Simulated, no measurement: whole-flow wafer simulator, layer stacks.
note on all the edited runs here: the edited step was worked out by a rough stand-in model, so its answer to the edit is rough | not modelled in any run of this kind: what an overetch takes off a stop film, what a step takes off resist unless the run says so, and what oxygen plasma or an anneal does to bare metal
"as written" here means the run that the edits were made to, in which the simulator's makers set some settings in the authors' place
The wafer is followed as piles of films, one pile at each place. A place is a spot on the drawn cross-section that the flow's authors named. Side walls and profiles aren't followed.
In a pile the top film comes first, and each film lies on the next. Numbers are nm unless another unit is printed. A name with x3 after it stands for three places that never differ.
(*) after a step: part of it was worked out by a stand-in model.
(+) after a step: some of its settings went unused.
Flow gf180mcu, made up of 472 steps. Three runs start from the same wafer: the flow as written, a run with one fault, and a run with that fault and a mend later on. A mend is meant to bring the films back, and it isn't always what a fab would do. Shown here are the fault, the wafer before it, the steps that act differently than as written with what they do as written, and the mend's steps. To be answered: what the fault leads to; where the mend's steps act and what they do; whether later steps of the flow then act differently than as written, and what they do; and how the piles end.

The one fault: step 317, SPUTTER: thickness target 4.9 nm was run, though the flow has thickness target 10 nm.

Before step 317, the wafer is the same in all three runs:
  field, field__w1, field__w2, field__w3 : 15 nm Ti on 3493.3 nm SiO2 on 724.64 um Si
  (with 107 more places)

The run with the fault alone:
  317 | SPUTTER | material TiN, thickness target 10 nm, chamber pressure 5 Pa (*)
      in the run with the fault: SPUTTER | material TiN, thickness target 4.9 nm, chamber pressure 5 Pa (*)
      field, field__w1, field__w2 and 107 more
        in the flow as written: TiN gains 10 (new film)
        in the run with the fault: TiN gains 4.9 (new film)
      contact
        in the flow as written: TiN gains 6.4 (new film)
        in the run with the fault: TiN gains 3.14 (new film)
  Later steps of the flow acting differently than as written (1 other step is not shown; it differs only slightly, by no more than 2% or 0.5 nm, whichever is larger):
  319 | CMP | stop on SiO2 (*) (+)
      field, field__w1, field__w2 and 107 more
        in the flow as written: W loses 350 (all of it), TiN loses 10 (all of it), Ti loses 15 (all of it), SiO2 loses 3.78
        in the run with the fault: W loses 350 (all of it), TiN loses 4.9 (all of it), Ti loses 15 (all of it), SiO2 loses 3.73
  At contact, the piles at the end differ from the flow's by more than 2% or 0.5 nm, whichever is larger.
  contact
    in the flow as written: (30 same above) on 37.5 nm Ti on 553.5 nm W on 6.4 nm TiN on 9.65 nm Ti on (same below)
    in the run with the fault: (30 same above) on 37.5 nm Ti on 556.8 nm W on 3.14 nm TiN on 9.65 nm Ti on (same below)

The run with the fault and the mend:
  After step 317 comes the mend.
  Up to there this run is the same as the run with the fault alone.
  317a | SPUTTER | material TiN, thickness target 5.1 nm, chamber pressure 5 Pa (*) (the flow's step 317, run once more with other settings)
      field, field__w1, field__w2 and 107 more
        TiN gains 5.1
      contact
        TiN gains 3.26
  Later steps of the flow that are run all act as written at every place that is followed.
  The piles end the same as the flow's at every place that both follow.
